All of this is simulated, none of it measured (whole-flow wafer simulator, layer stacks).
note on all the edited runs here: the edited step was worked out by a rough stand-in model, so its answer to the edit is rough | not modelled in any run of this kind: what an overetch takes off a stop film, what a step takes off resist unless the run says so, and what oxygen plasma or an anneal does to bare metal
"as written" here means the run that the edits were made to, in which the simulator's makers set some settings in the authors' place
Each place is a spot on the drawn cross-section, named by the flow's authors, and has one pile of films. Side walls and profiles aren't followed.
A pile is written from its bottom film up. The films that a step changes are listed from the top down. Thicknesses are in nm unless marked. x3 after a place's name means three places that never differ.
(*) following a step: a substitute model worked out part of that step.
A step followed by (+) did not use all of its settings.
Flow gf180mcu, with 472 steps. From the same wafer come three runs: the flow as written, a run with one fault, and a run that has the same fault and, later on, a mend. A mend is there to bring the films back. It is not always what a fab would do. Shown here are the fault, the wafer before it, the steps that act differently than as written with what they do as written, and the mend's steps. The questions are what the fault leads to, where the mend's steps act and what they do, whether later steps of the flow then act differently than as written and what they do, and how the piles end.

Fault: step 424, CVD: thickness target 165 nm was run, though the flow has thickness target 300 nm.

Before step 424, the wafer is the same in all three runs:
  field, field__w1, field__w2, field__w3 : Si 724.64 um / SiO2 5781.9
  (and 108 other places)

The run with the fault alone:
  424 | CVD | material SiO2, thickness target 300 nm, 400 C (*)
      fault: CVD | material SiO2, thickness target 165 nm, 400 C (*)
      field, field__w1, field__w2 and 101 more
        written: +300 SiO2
        fault: +165 SiO2
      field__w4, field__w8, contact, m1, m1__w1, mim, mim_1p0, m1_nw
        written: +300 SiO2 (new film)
        fault: +165 SiO2 (new film)
  Steps further on in the flow that do not act as written (not shown: 1 more step that differs only slightly, by at most 2% or 0.5 nm, whichever is larger):
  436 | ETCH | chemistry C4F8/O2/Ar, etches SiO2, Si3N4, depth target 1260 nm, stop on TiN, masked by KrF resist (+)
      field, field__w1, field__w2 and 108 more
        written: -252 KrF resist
        fault: -220.9 KrF resist
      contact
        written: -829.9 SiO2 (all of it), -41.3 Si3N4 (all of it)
        fault: -694.9 SiO2 (all of it), -41.3 Si3N4 (all of it)
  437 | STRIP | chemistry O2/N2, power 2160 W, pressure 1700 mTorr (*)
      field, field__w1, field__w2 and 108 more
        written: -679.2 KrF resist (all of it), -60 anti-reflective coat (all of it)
        fault: -710.3 KrF resist (all of it), -60 anti-reflective coat (all of it)
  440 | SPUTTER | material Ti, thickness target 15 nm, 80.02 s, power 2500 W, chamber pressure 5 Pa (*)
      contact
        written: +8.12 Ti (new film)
        fault: +8.78 Ti (new film)
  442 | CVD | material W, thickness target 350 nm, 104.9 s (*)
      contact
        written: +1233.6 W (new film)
        fault: +1097.5 W (new film)
  The piles end different from the flow's at field__w4, field__w8, contact and 9 more by more than 2% or 0.5 nm, whichever is larger.
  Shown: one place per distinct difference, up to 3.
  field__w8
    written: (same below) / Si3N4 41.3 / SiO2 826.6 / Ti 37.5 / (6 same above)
    fault: (same below) / Si3N4 41.3 / SiO2 691.6 / Ti 37.5 / (6 same above)
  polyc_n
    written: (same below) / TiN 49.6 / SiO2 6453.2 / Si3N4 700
    fault: (same below) / TiN 49.6 / SiO2 6318.2 / Si3N4 700
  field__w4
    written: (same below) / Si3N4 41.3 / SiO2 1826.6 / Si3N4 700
    fault: (same below) / Si3N4 41.3 / SiO2 1691.6 / Si3N4 700

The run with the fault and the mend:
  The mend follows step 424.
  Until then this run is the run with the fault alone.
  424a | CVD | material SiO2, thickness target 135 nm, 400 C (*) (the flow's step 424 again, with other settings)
      field, field__w1, field__w2 and 109 more
        +135 SiO2
  Every later step of the flow that is run acts as written at every place that is followed.
  The piles end the same as the flow's at every place that both follow.
